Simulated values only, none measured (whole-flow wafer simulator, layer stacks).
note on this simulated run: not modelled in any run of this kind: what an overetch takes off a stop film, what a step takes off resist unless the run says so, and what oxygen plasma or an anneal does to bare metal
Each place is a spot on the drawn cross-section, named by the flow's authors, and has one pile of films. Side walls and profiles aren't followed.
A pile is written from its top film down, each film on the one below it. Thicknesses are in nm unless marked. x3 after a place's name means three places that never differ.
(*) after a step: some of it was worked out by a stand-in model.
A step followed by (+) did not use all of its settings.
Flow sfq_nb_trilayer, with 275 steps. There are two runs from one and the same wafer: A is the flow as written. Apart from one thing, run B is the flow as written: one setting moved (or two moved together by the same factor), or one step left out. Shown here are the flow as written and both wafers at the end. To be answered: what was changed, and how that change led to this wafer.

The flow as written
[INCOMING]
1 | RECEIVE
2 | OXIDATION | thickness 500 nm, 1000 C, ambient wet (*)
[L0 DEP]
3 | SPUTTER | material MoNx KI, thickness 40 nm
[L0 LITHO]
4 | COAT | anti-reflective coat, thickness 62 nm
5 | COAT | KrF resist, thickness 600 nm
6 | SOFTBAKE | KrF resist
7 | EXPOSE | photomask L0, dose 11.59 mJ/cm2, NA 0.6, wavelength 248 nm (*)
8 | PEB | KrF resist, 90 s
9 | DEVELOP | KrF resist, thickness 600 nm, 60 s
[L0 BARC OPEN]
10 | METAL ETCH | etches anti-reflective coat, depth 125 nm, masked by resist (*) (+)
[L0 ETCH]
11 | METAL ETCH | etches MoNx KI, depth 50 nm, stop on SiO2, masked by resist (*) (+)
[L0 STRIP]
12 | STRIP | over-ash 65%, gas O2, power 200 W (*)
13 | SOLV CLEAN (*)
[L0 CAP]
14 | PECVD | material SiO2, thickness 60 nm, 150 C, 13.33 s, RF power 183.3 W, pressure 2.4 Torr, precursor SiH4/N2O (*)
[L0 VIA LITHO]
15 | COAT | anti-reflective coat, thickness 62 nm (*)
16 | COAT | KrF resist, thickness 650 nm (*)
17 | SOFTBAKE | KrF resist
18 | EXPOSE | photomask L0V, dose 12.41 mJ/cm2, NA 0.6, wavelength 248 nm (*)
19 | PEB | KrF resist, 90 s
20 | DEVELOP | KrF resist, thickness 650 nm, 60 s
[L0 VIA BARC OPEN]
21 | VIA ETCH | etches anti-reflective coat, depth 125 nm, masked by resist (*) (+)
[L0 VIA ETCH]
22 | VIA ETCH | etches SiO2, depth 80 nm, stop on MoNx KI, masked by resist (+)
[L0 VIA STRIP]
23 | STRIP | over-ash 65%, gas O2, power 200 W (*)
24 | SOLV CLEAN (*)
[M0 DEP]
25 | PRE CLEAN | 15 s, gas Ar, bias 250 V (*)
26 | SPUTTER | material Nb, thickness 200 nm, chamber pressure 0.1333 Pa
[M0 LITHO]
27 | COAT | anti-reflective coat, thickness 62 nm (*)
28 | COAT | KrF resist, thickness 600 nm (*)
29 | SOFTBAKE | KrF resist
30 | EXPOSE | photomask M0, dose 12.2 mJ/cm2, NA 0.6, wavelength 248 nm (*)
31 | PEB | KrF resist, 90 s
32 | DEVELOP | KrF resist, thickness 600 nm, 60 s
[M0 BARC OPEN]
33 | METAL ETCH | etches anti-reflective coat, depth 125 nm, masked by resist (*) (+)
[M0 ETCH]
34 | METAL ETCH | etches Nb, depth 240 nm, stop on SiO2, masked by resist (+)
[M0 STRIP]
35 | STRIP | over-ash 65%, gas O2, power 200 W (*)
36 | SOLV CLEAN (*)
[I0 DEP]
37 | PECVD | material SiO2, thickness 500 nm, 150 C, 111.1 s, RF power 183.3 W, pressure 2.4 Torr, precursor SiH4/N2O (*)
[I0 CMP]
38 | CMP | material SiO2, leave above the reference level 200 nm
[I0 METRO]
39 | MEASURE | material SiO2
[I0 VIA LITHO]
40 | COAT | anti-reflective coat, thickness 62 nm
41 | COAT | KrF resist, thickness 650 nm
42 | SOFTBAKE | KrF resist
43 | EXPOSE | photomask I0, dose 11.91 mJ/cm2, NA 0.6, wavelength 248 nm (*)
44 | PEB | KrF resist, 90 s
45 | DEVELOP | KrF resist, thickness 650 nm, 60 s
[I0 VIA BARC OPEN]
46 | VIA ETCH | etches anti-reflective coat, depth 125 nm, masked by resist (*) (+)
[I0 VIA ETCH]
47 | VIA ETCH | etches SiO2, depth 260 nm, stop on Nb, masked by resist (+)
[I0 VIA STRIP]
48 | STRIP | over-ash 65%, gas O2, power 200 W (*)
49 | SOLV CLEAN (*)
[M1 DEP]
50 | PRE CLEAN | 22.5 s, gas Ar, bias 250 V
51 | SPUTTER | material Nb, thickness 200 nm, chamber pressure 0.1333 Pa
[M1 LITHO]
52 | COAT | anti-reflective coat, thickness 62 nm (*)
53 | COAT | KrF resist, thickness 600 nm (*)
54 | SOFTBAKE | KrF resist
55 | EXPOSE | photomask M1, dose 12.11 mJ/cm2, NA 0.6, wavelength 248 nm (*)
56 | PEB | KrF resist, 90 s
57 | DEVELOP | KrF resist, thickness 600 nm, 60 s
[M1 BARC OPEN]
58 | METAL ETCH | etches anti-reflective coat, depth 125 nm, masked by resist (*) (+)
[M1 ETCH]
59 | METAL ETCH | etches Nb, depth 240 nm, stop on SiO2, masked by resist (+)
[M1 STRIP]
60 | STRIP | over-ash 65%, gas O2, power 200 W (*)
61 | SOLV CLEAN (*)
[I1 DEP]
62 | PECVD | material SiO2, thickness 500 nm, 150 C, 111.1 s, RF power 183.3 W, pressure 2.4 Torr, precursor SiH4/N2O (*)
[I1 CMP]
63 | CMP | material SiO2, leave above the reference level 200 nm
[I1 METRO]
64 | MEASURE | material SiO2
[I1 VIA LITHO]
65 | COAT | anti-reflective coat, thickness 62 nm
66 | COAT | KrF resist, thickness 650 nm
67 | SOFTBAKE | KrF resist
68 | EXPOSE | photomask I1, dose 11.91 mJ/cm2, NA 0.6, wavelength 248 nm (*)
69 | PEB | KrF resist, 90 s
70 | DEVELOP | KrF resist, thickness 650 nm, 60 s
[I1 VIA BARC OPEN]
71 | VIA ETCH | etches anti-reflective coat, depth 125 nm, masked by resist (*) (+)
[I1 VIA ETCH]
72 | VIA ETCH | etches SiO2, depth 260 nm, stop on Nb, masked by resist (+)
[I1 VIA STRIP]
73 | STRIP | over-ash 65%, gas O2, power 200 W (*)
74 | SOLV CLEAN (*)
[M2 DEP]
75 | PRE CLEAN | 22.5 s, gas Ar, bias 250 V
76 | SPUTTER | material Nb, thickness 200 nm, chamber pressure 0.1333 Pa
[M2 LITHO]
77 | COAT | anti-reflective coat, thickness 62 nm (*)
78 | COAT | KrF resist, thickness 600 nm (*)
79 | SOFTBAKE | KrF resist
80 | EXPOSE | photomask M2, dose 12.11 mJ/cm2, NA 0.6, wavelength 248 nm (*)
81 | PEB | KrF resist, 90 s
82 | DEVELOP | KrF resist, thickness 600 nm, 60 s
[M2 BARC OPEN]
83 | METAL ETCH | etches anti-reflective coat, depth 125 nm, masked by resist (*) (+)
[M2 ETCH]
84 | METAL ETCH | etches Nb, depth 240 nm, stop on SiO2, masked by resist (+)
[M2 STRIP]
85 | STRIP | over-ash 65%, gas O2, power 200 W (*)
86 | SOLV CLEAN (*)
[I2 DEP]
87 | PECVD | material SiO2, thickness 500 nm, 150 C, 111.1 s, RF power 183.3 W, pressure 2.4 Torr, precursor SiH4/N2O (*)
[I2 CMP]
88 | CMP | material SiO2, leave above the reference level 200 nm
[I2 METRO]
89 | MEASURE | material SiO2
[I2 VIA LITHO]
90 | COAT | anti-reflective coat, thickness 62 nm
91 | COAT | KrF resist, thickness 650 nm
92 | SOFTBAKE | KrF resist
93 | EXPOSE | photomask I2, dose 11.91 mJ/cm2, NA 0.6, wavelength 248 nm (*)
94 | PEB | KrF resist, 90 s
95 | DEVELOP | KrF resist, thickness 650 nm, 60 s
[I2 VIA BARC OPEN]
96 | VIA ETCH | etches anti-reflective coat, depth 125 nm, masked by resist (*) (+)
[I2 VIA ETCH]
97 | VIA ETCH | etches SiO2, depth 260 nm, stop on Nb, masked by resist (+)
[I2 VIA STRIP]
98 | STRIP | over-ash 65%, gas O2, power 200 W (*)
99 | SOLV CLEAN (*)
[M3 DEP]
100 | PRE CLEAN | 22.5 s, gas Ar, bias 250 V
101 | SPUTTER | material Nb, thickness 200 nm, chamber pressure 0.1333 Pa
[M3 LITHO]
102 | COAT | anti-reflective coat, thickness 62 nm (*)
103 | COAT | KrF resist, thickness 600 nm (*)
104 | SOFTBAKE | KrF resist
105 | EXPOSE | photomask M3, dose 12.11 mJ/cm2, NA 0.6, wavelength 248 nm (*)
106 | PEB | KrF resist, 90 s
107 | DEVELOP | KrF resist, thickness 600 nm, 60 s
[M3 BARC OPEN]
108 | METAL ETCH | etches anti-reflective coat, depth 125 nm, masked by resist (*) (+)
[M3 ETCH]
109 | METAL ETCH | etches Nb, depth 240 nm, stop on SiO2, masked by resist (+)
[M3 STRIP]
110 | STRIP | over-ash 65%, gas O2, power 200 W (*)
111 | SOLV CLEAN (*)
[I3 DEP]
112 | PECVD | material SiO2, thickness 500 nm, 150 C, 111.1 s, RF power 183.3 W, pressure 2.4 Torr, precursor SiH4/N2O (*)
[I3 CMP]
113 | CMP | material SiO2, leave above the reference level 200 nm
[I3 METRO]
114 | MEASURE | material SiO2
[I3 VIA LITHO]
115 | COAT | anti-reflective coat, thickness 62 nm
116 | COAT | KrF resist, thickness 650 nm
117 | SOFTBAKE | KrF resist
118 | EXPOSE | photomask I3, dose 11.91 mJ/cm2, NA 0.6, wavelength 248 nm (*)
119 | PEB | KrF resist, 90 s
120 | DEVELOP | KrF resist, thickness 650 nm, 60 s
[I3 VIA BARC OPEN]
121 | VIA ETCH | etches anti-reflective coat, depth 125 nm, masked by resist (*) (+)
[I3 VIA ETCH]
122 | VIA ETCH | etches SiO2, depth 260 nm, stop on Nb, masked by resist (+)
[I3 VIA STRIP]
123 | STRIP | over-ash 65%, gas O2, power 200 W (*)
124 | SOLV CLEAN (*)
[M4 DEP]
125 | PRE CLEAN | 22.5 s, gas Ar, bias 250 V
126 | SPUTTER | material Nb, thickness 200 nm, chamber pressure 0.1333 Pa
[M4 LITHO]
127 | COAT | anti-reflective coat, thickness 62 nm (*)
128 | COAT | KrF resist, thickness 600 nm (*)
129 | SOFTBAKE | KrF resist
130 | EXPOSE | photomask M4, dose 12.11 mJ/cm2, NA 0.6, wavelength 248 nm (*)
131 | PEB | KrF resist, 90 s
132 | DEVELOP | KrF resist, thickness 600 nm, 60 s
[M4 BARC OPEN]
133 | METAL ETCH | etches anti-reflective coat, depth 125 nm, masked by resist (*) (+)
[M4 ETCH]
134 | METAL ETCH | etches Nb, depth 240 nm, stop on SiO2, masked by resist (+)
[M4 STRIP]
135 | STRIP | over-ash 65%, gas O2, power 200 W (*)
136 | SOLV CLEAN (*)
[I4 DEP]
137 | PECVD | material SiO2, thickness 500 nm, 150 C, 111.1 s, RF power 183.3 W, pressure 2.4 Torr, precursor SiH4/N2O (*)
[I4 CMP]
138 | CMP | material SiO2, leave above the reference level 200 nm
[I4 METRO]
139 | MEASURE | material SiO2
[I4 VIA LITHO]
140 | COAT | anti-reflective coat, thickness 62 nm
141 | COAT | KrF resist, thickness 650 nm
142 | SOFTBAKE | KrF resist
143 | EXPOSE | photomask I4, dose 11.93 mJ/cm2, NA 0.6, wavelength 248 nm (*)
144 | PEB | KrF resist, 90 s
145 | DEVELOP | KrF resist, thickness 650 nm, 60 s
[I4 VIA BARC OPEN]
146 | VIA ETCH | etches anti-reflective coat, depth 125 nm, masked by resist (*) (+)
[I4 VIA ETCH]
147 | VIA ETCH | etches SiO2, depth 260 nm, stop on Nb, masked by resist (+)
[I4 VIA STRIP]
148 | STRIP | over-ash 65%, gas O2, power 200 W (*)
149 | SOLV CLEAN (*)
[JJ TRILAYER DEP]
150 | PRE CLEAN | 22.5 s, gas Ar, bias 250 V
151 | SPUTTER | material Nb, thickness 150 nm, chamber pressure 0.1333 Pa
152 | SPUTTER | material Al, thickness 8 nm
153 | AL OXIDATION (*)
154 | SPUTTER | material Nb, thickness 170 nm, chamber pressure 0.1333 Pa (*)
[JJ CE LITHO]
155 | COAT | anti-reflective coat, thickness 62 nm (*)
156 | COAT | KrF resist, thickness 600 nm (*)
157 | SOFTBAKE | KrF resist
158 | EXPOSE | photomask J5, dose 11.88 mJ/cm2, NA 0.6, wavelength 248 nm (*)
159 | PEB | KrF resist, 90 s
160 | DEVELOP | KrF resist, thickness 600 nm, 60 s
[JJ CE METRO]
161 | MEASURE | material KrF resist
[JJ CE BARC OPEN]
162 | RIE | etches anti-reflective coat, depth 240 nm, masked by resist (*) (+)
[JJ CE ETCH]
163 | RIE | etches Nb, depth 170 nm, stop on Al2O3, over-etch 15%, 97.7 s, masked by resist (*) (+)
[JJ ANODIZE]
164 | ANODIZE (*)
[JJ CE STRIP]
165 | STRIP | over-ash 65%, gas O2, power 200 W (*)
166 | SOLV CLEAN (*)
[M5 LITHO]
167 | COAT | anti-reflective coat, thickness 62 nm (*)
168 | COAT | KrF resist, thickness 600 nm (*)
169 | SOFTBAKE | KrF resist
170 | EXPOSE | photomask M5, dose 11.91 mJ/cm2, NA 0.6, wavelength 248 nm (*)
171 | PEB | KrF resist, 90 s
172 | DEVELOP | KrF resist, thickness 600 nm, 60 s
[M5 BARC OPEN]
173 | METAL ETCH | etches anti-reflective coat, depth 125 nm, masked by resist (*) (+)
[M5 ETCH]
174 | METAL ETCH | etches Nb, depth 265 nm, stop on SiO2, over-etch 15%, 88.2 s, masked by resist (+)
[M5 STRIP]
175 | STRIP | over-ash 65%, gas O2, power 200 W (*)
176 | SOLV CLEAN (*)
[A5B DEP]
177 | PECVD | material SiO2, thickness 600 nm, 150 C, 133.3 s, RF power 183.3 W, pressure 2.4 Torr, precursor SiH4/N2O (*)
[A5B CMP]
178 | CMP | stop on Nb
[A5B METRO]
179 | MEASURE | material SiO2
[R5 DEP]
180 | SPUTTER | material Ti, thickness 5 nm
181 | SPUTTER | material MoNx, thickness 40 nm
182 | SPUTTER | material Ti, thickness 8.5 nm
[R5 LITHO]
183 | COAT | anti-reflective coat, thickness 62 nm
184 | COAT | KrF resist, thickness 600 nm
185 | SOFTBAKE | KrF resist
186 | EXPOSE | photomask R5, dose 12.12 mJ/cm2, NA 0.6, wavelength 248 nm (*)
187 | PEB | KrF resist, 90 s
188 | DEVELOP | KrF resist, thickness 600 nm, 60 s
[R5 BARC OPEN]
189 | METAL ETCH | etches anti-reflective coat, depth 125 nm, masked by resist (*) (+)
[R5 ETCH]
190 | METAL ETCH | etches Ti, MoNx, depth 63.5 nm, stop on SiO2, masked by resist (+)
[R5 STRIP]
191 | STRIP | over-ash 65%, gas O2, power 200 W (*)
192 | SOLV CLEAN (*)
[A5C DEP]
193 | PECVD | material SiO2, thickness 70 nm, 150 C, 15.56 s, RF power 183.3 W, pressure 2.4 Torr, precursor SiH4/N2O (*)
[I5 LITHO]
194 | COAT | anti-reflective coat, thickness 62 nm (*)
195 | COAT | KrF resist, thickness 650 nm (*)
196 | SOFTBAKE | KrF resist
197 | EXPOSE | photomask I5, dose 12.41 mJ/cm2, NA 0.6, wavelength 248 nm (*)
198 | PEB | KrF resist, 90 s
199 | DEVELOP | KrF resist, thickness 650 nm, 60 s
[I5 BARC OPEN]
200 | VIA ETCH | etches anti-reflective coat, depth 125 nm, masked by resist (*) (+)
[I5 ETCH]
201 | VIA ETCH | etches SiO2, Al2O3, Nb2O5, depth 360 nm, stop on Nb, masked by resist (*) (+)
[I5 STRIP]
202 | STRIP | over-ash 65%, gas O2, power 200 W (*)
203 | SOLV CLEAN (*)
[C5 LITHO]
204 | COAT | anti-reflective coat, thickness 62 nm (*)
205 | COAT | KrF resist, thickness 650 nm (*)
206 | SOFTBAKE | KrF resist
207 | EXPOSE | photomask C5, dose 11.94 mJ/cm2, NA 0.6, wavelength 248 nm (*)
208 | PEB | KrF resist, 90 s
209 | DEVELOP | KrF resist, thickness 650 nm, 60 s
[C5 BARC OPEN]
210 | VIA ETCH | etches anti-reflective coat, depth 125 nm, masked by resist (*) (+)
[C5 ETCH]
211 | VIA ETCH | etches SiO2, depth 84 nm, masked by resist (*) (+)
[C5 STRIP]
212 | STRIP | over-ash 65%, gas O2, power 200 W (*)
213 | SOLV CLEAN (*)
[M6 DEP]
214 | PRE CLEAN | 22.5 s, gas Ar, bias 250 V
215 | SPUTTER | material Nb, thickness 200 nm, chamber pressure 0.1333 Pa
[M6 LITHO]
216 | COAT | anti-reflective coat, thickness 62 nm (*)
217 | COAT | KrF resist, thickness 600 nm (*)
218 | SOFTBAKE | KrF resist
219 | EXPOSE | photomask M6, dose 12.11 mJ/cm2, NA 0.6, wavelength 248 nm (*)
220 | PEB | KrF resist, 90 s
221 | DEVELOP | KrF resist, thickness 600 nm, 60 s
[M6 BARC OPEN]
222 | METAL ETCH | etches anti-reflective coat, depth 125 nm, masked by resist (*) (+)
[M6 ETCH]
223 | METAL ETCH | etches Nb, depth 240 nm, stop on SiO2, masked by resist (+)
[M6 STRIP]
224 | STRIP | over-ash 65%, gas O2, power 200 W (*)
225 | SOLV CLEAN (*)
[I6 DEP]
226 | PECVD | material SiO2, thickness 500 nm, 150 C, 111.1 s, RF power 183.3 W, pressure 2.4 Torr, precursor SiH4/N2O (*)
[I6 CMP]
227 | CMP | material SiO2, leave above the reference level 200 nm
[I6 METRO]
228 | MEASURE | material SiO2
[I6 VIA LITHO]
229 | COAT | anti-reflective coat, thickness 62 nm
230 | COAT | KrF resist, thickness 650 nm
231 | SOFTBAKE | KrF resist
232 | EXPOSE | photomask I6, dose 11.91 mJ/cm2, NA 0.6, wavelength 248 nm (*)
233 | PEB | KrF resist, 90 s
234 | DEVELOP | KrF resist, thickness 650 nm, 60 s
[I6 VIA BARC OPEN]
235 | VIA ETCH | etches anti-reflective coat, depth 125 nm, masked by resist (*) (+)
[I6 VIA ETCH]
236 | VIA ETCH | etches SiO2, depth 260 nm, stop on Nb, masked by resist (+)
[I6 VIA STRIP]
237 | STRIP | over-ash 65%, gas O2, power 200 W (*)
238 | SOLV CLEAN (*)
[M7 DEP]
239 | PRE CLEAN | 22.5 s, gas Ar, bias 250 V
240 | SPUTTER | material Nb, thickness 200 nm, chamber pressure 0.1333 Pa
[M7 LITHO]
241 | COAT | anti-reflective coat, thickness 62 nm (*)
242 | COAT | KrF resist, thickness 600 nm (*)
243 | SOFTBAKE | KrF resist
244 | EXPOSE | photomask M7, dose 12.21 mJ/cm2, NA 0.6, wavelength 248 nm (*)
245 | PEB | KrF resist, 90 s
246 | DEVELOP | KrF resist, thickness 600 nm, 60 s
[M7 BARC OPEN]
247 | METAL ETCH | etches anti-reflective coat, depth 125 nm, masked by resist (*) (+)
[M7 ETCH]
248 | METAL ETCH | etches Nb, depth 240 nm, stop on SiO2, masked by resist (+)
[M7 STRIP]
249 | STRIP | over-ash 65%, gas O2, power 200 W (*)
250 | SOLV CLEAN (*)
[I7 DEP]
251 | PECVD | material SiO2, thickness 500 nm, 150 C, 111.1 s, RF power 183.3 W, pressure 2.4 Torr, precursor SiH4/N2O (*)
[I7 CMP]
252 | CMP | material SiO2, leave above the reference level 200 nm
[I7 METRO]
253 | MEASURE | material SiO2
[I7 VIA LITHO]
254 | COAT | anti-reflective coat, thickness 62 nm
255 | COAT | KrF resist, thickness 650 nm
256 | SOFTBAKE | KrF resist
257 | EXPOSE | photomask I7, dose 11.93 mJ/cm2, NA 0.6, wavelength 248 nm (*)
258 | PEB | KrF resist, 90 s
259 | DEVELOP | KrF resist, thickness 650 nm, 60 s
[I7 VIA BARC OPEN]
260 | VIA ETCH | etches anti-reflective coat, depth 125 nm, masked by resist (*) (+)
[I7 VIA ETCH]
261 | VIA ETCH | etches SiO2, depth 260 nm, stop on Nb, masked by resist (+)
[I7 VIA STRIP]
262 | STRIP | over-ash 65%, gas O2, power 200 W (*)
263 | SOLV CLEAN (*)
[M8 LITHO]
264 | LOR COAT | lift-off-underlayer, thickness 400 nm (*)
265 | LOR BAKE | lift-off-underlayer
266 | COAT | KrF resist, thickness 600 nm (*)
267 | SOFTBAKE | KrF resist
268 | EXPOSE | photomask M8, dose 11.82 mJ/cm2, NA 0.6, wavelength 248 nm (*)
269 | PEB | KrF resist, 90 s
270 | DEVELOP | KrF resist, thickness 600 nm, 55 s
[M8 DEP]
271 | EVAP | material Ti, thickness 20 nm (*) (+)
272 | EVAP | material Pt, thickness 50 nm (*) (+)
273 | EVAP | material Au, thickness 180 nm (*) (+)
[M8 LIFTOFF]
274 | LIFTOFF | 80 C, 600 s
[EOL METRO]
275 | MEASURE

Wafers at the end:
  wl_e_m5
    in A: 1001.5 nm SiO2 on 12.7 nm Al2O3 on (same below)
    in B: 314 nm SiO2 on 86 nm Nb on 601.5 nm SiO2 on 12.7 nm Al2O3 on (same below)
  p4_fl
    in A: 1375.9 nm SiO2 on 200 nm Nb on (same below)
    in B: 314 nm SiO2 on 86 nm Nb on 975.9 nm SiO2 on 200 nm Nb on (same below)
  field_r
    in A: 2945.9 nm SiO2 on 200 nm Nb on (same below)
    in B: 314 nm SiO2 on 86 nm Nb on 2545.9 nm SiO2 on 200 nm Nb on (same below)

The reason: step 248, METAL ETCH: depth 114 nm was run, while the flow as written has depth 240 nm.

How this came from the change, step by step:
  248 | METAL ETCH | etches Nb, depth 240 nm, stop on SiO2, masked by resist (+)
      field_l, field_r, lsp_l and 62 more: A Nb loses 200 (all of it) | B Nb loses 114
      v_sur, via_wl, via_w and 38 more: A KrF resist loses 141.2 | B KrF resist loses 67.1
  249 | STRIP | over-ash 65%, gas O2, power 200 W (*)
      wl_j_sl, wl_jj, wl_j_sr and 14 more: A KrF resist loses 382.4 (all of it), anti-reflective coat loses 62 (all of it) | B KrF resist loses 456.5 (all of it), anti-reflective coat loses 62 (all of it)
      ln_m5, lsp_m: A KrF resist loses 381.9 (all of it), anti-reflective coat loses 61.8 (all of it) | B KrF resist loses 456 (all of it), anti-reflective coat loses 61.8 (all of it)
      (as well as at 22 more places)
  251 | PECVD | material SiO2, thickness 500 nm, 150 C, 111.1 s, RF power 183.3 W, pressure 2.4 Torr, precursor SiH4/N2O (*)
      field_l, p4_fl, p4_fm and 56 more: A SiO2 gains 500 | B SiO2 gains 500 (new film)
      field_r, lsp_l: A SiO2 gains 477.7 | B SiO2 gains 487.3 (new film)
      (as well as at 4 more places)
  252 | CMP | material SiO2, leave above the reference level 200 nm
      field_l, p4_fl, p4_fm and 56 more: A SiO2 loses 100 | B SiO2 loses 186
      field_r, lsp_l: A SiO2 loses 77.7 | B SiO2 loses 173.3
      (as well as at 4 more places)
Taking metal films that touch as one body, wl_e_m5 has 7 bodies (between them, from the top down: SiO2 601.5 / Al2O3 12.7 / Nb2O5 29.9; SiO2 192.5; SiO2 192.5; SiO2 192.5; SiO2 192.5; SiO2 192.5); the flow as written gives 6 bodies (between them, from the top down: SiO2 192.5; SiO2 192.5; SiO2 192.5; SiO2 192.5; SiO2 192.5).
Taking metal films that touch as one body, p4_fl has 3 bodies (between them, from the top down: SiO2 975.9; SiO2 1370); the flow as written gives 2 bodies (between them, from the top down: SiO2 1370).
Taking metal films that touch as one body, field_r has 2 bodies (between them, from the top down: SiO2 2545.9); the flow as written gives 1 body.
